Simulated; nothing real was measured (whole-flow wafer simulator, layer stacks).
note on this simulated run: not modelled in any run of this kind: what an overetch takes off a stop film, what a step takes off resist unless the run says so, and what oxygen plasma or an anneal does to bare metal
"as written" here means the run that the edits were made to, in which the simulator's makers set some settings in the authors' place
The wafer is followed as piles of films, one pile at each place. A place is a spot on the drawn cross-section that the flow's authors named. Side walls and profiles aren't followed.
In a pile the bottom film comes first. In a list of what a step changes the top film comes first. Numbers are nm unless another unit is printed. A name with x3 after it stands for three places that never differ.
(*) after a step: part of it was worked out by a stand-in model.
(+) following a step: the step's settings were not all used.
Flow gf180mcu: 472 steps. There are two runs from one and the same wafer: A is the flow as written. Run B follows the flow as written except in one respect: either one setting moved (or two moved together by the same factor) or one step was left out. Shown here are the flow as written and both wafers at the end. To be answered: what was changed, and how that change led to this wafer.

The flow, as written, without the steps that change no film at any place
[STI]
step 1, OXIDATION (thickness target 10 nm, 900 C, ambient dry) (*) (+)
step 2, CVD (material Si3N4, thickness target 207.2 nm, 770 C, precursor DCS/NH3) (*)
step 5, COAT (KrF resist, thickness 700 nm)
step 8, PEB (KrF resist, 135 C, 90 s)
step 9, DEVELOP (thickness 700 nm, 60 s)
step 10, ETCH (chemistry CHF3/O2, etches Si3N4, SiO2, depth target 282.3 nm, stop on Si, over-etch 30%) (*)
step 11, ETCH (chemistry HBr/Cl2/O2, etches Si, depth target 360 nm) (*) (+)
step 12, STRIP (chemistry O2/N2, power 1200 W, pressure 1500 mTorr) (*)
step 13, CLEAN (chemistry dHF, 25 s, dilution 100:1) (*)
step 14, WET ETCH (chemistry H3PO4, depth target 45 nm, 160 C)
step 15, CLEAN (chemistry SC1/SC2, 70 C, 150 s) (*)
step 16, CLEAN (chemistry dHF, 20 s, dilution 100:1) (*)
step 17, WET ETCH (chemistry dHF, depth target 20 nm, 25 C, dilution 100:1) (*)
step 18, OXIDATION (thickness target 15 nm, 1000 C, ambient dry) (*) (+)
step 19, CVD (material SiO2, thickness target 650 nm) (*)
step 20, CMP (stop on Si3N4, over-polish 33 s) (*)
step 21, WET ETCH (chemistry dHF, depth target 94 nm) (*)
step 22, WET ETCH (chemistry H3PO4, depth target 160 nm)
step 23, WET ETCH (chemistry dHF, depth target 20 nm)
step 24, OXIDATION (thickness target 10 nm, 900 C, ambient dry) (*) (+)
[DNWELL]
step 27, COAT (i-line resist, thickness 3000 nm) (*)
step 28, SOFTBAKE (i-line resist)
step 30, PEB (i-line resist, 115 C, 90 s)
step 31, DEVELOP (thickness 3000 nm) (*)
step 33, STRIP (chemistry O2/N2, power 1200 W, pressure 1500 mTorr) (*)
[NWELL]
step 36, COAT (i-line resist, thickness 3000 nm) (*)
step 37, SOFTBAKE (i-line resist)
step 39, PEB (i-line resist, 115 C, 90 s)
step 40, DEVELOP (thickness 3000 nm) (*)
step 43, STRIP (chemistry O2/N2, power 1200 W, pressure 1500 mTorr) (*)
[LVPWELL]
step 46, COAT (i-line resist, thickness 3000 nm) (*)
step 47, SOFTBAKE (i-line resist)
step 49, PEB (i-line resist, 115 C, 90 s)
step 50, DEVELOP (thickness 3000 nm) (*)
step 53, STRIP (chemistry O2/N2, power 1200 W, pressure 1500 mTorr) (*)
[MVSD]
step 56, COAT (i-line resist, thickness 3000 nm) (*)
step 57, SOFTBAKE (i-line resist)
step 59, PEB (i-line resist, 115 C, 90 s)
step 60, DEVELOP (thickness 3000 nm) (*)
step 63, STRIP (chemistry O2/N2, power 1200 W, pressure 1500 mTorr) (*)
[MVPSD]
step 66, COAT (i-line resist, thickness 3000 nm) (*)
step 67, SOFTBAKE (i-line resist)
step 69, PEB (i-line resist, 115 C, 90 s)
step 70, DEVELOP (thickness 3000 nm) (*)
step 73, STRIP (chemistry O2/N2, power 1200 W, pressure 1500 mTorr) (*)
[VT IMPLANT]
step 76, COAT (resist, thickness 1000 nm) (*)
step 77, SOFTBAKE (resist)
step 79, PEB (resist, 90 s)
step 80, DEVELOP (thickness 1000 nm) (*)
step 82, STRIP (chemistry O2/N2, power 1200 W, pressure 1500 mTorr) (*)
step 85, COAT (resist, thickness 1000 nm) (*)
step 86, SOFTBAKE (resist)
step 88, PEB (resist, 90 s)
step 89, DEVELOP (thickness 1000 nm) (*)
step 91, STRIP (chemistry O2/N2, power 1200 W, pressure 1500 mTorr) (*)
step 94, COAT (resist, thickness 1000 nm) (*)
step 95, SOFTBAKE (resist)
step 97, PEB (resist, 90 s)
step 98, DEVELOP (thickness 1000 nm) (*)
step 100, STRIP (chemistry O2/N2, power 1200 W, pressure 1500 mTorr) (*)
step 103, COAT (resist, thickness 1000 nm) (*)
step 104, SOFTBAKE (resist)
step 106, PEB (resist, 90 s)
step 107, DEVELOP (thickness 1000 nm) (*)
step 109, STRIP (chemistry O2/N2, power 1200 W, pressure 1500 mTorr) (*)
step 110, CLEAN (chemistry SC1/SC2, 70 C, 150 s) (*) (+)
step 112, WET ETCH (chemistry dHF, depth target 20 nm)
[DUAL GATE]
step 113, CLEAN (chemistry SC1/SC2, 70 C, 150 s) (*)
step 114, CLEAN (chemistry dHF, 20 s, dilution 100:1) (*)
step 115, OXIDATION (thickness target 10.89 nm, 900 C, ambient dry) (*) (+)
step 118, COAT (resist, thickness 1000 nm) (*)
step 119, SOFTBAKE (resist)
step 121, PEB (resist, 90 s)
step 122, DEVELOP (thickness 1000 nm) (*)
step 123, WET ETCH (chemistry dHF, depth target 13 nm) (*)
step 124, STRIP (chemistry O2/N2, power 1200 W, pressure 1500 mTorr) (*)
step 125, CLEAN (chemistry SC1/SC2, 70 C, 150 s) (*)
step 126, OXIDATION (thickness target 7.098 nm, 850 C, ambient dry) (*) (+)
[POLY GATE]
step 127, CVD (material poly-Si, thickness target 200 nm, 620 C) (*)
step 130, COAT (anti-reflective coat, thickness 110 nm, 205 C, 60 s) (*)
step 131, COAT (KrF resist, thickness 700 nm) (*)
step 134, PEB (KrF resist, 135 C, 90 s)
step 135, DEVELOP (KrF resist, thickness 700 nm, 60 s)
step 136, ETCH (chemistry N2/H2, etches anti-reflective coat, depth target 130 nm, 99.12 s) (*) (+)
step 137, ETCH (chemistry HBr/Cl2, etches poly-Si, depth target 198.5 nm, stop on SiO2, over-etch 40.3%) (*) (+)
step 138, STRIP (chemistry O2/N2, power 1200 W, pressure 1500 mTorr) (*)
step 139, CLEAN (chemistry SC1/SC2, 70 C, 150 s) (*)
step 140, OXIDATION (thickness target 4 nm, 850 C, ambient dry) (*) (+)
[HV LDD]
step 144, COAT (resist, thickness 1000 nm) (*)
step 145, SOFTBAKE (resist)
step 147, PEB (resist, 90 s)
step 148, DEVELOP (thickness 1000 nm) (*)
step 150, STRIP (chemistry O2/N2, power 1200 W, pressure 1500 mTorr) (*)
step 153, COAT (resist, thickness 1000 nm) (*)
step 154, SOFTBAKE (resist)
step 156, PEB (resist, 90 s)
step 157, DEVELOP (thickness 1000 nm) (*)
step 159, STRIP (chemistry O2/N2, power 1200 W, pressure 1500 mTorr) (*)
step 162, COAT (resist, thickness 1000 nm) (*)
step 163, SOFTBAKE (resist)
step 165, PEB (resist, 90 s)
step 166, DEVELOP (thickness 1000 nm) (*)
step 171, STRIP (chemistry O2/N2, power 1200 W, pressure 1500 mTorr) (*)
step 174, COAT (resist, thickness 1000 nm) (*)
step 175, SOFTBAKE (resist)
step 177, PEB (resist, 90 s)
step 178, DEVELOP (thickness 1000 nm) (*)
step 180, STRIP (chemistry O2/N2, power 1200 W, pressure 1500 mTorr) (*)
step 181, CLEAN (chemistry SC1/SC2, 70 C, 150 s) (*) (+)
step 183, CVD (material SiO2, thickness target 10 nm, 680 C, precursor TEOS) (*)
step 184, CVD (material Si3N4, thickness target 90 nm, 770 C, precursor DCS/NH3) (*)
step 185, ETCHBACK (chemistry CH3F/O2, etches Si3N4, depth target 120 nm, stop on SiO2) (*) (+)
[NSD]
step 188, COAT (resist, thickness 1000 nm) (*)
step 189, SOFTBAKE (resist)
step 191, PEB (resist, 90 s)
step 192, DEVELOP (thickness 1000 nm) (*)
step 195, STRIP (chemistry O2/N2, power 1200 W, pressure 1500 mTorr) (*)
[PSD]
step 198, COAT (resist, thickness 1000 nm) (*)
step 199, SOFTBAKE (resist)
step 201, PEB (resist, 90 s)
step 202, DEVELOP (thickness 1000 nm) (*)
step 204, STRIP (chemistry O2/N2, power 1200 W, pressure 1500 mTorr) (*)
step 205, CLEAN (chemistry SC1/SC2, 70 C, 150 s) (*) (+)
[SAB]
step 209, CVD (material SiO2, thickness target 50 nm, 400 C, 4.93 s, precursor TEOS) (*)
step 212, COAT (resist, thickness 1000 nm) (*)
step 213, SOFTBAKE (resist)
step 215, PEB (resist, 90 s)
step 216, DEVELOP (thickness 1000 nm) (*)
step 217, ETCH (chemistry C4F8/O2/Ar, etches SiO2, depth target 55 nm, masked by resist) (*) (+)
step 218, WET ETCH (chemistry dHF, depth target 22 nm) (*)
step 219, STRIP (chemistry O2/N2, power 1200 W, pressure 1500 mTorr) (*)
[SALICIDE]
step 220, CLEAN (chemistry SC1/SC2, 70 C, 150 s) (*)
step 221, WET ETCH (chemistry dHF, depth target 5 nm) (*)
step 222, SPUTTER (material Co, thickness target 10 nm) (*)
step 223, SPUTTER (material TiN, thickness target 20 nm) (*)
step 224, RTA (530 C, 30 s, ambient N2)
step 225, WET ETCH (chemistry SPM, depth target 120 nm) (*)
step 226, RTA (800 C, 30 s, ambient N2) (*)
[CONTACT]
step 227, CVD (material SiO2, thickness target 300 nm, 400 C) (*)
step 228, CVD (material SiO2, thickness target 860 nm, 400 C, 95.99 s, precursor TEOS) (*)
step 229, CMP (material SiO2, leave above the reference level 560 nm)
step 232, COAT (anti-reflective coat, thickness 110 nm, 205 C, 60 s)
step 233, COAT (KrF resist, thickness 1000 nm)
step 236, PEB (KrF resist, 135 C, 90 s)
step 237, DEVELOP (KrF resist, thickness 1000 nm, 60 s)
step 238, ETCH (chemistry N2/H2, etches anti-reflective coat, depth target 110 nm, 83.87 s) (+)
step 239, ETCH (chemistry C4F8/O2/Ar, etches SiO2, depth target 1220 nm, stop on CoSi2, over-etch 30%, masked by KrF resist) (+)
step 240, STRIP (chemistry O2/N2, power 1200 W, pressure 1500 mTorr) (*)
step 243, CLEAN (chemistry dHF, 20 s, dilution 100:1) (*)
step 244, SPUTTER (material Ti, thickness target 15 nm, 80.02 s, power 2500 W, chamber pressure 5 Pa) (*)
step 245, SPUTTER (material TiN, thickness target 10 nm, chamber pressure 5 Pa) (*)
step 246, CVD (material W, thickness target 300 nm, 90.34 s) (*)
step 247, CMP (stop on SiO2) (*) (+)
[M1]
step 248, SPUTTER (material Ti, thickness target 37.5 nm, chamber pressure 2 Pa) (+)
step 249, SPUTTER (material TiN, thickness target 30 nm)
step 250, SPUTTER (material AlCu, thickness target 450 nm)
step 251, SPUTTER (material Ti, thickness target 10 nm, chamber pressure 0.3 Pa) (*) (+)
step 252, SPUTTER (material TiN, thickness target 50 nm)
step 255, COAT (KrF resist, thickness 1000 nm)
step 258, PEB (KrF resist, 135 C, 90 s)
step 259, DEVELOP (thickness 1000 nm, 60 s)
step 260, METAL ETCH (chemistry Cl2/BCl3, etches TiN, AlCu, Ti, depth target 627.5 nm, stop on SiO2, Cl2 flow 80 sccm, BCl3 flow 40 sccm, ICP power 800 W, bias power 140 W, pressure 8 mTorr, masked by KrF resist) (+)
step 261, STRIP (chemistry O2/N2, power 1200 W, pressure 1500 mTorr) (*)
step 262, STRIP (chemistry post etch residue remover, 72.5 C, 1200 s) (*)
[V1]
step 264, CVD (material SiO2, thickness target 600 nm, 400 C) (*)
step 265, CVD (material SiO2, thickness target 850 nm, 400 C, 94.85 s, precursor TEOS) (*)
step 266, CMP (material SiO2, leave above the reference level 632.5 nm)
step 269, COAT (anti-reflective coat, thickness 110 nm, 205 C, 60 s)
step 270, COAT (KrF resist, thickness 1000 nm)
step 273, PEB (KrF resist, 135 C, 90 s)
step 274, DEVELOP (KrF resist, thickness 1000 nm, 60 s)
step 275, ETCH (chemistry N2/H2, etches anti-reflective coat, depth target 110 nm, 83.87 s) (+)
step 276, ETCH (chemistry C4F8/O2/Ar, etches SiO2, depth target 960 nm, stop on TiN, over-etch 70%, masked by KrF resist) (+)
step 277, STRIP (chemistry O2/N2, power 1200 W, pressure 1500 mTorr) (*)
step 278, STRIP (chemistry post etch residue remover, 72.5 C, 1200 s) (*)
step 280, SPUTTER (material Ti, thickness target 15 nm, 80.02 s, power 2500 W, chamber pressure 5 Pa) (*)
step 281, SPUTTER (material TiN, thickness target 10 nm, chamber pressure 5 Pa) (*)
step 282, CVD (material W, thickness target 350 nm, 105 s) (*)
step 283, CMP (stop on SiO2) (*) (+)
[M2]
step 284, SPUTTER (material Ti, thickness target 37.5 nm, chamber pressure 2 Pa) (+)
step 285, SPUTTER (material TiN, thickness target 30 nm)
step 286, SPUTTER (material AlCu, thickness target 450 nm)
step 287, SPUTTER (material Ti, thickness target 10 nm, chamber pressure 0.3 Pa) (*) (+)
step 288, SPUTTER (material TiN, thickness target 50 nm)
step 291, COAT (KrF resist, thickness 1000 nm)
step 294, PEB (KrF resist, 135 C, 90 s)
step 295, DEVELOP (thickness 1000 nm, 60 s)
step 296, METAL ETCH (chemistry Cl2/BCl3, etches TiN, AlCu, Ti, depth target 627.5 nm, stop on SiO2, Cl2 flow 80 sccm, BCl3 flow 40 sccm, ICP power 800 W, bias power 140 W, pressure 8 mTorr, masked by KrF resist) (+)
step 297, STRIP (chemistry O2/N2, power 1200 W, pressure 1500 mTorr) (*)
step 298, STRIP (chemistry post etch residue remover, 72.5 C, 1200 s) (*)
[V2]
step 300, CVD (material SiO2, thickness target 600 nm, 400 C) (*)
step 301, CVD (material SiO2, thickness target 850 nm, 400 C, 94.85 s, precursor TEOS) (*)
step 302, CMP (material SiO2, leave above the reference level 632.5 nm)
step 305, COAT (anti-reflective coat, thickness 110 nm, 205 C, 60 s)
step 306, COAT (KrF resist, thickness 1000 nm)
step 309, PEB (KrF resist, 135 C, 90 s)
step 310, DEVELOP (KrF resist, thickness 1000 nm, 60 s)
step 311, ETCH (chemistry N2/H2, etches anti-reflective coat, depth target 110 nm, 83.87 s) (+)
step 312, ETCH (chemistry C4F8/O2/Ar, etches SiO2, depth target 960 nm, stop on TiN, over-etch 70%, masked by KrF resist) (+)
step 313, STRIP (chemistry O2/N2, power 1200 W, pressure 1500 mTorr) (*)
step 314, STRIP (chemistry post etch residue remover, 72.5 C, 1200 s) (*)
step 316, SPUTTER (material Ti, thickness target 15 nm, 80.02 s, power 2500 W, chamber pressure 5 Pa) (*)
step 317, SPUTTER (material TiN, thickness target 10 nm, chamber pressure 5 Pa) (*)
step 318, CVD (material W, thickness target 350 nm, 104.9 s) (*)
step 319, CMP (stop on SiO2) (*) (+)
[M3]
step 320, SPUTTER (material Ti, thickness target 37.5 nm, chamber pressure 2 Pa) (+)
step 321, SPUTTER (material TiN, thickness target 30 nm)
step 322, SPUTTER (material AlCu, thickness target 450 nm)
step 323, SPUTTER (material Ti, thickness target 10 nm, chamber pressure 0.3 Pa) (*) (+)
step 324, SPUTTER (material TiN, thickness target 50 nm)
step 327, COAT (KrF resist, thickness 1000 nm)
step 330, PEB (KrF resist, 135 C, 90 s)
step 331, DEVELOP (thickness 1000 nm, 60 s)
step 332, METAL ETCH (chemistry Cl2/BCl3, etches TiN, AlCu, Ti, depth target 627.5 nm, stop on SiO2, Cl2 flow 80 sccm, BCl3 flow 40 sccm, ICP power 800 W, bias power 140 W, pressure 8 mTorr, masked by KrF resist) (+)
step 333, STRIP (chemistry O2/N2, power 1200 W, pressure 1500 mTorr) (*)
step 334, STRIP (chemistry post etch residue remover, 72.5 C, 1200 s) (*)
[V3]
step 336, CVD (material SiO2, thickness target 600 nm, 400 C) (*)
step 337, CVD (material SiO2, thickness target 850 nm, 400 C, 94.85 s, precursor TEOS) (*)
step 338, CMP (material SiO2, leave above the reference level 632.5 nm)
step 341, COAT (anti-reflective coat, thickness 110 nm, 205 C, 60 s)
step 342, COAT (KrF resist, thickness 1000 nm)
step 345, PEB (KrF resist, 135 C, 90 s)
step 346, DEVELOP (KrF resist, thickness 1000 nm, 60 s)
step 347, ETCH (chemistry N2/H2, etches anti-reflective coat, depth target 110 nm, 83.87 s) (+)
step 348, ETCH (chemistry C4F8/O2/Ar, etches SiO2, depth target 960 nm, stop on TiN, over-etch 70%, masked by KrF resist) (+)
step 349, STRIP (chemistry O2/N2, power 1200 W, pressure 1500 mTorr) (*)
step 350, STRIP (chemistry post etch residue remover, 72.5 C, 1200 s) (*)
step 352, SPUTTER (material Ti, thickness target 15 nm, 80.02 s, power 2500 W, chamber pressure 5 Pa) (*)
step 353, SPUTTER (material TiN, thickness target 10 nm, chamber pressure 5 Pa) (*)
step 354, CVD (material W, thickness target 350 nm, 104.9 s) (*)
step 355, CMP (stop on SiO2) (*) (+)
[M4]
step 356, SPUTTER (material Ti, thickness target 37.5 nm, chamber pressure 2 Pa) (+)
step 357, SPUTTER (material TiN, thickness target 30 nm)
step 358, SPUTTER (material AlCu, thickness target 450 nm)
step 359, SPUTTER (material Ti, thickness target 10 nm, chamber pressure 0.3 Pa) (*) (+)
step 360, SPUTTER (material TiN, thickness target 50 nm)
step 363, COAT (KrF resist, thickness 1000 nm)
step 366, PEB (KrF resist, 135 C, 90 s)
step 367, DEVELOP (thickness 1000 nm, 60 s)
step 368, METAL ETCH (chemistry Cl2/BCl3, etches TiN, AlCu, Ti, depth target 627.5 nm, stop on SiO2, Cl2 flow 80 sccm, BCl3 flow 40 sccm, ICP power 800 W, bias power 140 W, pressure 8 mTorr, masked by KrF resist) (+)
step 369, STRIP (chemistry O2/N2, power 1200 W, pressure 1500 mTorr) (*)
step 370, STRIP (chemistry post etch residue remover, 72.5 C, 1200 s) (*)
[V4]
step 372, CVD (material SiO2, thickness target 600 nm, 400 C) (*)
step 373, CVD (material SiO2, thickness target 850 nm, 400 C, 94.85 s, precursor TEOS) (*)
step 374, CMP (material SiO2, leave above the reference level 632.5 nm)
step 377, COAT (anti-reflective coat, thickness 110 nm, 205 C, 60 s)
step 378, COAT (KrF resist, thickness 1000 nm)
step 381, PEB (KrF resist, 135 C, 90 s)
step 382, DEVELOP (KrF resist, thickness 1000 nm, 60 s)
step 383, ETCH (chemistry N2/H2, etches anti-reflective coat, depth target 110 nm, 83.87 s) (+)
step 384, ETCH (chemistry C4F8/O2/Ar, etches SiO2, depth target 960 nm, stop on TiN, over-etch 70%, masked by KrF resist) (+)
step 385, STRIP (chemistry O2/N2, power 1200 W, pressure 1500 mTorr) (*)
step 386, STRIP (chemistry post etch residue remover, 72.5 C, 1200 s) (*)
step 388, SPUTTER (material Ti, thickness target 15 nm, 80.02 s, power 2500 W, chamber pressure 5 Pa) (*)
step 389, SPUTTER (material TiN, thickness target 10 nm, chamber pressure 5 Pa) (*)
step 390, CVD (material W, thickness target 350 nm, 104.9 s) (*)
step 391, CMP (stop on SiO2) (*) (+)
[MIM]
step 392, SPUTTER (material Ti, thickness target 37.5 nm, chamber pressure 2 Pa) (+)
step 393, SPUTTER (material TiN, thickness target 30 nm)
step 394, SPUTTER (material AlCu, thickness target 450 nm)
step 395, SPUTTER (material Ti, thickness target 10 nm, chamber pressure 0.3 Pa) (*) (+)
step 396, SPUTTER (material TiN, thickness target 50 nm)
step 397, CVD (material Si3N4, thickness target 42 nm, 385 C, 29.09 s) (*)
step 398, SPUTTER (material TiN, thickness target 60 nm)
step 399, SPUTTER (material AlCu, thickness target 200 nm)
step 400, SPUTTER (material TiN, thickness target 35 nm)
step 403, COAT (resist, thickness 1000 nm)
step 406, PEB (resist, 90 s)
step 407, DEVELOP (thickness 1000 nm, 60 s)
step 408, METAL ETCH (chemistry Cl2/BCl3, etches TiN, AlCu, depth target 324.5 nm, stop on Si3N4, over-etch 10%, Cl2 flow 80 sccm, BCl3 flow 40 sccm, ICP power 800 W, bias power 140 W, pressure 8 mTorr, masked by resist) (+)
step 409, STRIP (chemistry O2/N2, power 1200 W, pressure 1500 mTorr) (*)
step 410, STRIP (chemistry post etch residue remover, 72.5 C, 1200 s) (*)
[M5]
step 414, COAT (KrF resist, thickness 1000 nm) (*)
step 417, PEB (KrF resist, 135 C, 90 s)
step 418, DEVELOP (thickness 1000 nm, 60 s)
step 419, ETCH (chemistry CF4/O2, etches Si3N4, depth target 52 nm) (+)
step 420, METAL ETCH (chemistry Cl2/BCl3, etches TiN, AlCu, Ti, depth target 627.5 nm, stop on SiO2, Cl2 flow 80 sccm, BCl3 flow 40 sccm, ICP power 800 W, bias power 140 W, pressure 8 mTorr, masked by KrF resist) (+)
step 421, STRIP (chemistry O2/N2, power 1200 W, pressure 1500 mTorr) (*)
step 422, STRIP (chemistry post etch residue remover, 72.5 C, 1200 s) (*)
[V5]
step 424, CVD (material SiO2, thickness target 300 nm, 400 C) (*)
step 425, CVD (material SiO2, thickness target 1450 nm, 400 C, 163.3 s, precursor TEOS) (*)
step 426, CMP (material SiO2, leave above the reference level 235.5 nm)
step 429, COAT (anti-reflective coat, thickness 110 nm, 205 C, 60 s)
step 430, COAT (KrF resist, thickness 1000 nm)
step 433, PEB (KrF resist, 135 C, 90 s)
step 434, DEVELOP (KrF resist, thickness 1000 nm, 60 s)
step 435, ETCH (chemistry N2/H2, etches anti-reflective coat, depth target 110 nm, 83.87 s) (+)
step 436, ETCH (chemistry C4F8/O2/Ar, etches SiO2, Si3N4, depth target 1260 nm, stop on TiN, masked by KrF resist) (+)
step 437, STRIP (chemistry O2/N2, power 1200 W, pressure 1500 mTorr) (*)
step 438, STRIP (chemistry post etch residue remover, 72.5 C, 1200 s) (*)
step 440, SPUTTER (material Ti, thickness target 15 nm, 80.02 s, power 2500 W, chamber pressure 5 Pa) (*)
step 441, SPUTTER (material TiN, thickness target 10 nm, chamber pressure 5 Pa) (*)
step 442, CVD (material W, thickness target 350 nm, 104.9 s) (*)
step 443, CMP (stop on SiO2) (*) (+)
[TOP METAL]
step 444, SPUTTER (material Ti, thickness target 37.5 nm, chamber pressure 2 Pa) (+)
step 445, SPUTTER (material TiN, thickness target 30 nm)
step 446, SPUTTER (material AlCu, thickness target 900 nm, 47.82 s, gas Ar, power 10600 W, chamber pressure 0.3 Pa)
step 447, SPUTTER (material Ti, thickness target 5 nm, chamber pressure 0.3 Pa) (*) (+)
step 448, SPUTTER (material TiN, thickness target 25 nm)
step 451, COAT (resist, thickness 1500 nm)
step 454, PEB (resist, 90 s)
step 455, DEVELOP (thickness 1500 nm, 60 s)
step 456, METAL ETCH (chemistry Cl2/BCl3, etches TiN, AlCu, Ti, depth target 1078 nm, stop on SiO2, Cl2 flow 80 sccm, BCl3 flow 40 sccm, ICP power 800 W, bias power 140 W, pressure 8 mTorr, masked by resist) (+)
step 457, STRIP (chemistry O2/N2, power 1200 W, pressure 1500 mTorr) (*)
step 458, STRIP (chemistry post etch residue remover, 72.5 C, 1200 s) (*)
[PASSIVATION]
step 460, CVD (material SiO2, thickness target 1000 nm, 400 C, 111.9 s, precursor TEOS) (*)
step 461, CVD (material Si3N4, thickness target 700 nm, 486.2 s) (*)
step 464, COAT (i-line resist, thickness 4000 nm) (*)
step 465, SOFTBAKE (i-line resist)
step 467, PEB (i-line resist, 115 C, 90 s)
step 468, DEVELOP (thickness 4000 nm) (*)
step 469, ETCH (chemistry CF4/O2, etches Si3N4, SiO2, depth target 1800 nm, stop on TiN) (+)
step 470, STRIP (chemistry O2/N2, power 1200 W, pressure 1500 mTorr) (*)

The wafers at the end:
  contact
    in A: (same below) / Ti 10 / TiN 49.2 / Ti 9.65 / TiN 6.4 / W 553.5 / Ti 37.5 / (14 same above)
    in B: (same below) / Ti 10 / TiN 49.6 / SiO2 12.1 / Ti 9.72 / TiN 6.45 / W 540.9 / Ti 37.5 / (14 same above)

Cause: step 384, ETCH: depth target 560 nm was run, though the flow has depth target 960 nm.

How this came from the change, step by step:
  step 384, ETCH (chemistry C4F8/O2/Ar, etches SiO2, depth target 960 nm, stop on TiN, over-etch 70%, masked by KrF resist) (+)
      contact: A -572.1 SiO2 (all of it) | B -560 SiO2
      field, field__w1, field__w2 and 107 more: A -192 KrF resist | B -112 KrF resist
  step 385, STRIP (chemistry O2/N2, power 1200 W, pressure 1500 mTorr) (*)
      field, field__w1, field__w2 and 107 more: A -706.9 KrF resist (all of it), -110 anti-reflective coat (all of it) | B -786.9 KrF resist (all of it), -110 anti-reflective coat (all of it)
With metal films that touch counted as one body, contact has 2 bodies (between them, from the top down: SiO2 12.1); the flow as written gives 1 body.
